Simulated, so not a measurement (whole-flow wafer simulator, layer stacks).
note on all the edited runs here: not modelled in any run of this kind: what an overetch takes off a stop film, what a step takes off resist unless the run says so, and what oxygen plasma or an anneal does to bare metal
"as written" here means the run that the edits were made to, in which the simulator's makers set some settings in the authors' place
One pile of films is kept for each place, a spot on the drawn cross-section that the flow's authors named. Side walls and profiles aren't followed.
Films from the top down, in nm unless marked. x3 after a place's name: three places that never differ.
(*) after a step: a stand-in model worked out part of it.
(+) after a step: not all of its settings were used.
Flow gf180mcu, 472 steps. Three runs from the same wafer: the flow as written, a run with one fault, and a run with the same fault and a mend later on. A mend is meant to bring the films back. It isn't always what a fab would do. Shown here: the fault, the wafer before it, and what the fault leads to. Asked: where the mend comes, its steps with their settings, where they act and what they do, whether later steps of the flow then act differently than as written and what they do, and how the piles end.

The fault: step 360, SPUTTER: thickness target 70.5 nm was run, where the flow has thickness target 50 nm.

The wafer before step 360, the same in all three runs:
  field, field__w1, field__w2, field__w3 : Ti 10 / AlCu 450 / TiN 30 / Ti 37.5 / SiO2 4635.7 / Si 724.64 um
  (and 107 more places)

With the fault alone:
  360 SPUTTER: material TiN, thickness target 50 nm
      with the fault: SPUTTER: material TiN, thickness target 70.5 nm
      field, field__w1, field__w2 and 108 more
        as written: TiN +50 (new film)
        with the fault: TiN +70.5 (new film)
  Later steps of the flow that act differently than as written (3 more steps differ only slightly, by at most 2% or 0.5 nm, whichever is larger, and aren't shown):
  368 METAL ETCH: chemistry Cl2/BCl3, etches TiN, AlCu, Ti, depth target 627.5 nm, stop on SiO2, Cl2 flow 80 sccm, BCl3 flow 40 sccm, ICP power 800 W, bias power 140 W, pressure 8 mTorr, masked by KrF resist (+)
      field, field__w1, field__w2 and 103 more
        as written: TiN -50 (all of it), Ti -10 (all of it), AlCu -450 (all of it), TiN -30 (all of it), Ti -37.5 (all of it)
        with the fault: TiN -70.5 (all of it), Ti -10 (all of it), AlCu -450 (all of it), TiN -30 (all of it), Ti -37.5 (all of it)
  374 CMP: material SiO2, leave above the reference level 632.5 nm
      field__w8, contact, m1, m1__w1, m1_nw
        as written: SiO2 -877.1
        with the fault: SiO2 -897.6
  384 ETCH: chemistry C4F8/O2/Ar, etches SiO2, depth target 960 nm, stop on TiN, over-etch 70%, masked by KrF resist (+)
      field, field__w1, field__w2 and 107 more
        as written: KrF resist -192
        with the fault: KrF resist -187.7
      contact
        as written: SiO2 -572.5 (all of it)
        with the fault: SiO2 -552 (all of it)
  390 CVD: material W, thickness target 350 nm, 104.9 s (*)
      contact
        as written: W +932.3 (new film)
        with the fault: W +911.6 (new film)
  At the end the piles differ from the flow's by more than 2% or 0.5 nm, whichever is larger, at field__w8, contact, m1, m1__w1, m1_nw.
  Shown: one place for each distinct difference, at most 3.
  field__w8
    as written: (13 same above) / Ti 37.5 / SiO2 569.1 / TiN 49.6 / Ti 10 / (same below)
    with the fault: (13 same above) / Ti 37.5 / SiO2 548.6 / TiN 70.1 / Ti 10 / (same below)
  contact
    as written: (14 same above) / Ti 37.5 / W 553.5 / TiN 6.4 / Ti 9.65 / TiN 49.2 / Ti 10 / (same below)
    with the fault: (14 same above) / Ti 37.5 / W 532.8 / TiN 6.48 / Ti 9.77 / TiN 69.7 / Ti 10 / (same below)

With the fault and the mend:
  The mend comes after step 360.
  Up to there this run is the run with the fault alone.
  360a METAL ETCH: chemistry Cl2/BCl3, etches TiN, AlCu, Ti, depth target 20.5 nm, Cl2 flow 80 sccm, BCl3 flow 40 sccm, ICP power 800 W, bias power 140 W, pressure 8 mTorr (the flow's step 260 once more, with other settings)
      field, field__w1, field__w2 and 108 more
        TiN -20.5
  No later step of the flow acts differently than as written at any place that is followed.
  At the end the piles are the same as the flow's at every place that both follow.
